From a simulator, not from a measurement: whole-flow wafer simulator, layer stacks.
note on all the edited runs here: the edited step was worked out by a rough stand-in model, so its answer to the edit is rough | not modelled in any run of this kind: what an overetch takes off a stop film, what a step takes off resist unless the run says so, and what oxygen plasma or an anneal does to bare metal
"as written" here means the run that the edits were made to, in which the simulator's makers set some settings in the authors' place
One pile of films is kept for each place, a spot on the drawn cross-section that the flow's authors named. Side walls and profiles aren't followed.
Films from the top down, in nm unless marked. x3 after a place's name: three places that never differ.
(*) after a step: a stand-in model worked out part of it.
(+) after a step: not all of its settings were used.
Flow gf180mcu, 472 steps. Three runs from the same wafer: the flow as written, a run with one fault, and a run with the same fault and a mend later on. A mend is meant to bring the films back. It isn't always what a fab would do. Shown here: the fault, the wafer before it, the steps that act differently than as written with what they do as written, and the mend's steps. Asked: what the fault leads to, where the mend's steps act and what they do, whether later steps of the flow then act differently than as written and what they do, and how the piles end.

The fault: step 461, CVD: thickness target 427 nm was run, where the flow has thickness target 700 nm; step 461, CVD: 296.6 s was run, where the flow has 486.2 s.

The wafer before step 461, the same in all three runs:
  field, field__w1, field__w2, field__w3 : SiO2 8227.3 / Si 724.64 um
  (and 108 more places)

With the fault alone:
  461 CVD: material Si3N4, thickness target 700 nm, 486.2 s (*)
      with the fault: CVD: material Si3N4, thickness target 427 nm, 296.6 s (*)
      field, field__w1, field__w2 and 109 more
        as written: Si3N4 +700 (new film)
        with the fault: Si3N4 +427.1 (new film)
  Later steps of the flow that act differently than as written (4 more steps differ only slightly, by at most 2% or 0.5 nm, whichever is larger, and aren't shown):
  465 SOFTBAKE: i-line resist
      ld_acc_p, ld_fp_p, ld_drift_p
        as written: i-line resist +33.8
        with the fault: i-line resist +32.4
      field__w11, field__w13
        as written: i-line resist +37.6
        with the fault: i-line resist +36.3
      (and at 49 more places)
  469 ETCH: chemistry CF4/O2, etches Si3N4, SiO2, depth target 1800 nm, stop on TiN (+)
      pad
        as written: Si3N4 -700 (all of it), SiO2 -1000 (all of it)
        with the fault: Si3N4 -427.1 (all of it), SiO2 -1000 (all of it)
  At the end the piles differ from the flow's by more than 2% or 0.5 nm, whichever is larger, at field, field__w1, field__w2 and 108 more.
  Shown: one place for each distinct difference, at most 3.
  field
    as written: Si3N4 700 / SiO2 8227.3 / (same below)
    with the fault: Si3N4 427.1 / SiO2 8227.3 / (same below)
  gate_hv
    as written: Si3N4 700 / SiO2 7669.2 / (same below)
    with the fault: Si3N4 427.1 / SiO2 7669.2 / (same below)
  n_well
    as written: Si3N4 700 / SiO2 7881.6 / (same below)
    with the fault: Si3N4 427.1 / SiO2 7881.6 / (same below)

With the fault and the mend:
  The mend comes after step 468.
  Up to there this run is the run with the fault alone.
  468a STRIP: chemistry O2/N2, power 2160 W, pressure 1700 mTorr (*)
      iso_ptap_pw, iso_ntap_nw, iso_nw_fld and 33 more
        i-line resist -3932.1 (all of it)
      p_well, sti, spacer, sd_n, mim_1p0, dice_street
        i-line resist -3938.1 (all of it)
      field__w2, field__w3, field__w6
        i-line resist -3984.7 (all of it)
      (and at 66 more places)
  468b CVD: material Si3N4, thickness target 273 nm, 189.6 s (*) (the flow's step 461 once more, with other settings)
      field, field__w1, field__w2 and 109 more
        Si3N4 +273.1
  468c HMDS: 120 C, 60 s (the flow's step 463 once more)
      changes no film at any place that is followed
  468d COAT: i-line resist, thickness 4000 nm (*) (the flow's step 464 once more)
      iso_ptap_pw, iso_ntap_nw, iso_nw_fld and 33 more
        i-line resist +4000 (new film)
      field__w9, field__w13, sd_p_hv, gate_p_hv, nplus_u, npoly_u
        i-line resist +4017 (new film)
      p_well, sti, spacer, sd_n, mim_1p0, dice_street
        i-line resist +4006.3 (new film)
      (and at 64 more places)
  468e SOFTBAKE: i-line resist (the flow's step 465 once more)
      ld_acc_p, ld_fp_p, ld_drift_p
        i-line resist +33.8
      field__w2, field_sub__w4
        i-line resist +33.4
      field__w11, field__w13
        i-line resist +37.6
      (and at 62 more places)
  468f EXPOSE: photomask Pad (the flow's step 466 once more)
      changes no film at any place that is followed
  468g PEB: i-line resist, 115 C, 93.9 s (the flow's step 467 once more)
      iso_ptap_pw, iso_ntap_nw, iso_nw_fld and 33 more
        i-line resist -67.9
      field, field__w2, field__w3 and 25 more
        i-line resist -68.8
      field_sub, field_sub__w1, field_sub__w2 and 23 more
        i-line resist -68.7
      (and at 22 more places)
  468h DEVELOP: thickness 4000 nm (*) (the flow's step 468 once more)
      field__w5, field__w7, field__w13 and 13 more
        i-line resist -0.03
      pad
        i-line resist -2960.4 (all of it)
  No later step of the flow acts differently than as written, at any place that is followed, by more than 2% or 0.5 nm, whichever is larger.
  At the end the piles differ from the flow's only slightly at the places that both follow, by at most 2% or 0.5 nm, whichever is larger.
